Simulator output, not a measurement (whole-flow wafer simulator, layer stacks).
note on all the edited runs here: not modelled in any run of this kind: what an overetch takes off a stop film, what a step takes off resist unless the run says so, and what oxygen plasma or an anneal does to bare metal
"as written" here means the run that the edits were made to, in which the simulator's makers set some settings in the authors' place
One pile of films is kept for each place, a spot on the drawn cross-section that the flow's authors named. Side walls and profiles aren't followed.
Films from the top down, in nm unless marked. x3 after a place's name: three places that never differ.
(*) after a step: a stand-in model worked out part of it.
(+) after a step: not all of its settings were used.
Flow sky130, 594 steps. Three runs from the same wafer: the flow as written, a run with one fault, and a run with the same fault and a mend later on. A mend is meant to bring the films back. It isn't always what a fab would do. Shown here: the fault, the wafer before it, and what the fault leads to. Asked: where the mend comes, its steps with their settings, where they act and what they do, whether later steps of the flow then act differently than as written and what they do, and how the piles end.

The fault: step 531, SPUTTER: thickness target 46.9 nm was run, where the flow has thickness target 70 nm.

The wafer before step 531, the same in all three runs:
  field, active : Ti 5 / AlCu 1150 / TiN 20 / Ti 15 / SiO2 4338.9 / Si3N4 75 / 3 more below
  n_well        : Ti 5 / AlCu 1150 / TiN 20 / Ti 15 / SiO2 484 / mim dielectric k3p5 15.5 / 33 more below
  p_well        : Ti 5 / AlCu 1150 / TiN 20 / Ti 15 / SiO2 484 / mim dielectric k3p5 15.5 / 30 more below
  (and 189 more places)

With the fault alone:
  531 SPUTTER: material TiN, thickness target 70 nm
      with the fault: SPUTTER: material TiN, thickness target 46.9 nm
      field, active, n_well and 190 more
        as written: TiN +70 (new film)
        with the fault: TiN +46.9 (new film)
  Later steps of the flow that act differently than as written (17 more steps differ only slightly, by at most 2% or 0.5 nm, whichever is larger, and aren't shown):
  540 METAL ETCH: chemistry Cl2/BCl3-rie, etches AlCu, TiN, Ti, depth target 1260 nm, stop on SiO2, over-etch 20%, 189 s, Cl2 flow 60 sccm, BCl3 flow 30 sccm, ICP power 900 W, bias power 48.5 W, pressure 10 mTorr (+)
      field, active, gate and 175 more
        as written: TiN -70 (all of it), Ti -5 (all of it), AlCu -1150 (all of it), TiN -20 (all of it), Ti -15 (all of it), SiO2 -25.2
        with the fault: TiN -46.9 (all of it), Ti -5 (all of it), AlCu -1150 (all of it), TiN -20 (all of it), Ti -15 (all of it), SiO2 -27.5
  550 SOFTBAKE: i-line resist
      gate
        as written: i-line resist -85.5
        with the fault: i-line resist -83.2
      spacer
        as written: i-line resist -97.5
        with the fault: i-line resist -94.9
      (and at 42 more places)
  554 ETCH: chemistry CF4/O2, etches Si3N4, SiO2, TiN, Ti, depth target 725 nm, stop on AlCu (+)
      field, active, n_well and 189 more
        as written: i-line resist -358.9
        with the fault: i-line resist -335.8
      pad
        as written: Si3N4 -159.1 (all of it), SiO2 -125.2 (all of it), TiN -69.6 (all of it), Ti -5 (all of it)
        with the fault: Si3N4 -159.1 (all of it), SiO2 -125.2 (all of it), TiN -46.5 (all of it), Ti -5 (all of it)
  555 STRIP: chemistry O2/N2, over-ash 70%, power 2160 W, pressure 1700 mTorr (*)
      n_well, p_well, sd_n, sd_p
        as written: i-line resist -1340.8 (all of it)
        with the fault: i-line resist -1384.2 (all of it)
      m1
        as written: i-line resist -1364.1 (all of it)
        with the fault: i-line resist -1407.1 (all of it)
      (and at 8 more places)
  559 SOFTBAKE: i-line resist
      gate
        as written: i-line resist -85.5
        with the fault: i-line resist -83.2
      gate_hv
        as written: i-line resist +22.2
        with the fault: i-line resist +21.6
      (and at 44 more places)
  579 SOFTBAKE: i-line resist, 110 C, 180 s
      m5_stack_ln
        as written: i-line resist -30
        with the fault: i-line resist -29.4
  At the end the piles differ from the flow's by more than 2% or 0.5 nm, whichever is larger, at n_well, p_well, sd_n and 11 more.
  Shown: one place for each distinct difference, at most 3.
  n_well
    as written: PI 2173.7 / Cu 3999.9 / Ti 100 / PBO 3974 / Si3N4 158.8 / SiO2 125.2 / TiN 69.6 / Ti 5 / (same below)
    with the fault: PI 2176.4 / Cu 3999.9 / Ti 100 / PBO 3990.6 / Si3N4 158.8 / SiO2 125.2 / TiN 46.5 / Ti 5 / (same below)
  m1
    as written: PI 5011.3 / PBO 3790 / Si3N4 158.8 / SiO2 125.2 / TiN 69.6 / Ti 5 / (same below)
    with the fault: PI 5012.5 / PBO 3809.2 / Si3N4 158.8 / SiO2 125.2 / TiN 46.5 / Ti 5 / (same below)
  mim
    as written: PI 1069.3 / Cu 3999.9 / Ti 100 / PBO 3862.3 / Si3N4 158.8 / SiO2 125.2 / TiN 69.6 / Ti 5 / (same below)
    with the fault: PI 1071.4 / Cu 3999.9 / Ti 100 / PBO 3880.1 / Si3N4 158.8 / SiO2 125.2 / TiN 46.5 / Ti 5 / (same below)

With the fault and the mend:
  The mend comes after step 531.
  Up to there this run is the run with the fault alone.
  531a SPUTTER: material TiN, thickness target 23.1 nm (the flow's step 531 once more, with other settings)
      field, active, n_well and 190 more
        TiN +23.1
  No later step of the flow acts differently than as written at any place that is followed.
  At the end the piles are the same as the flow's at every place that both follow.
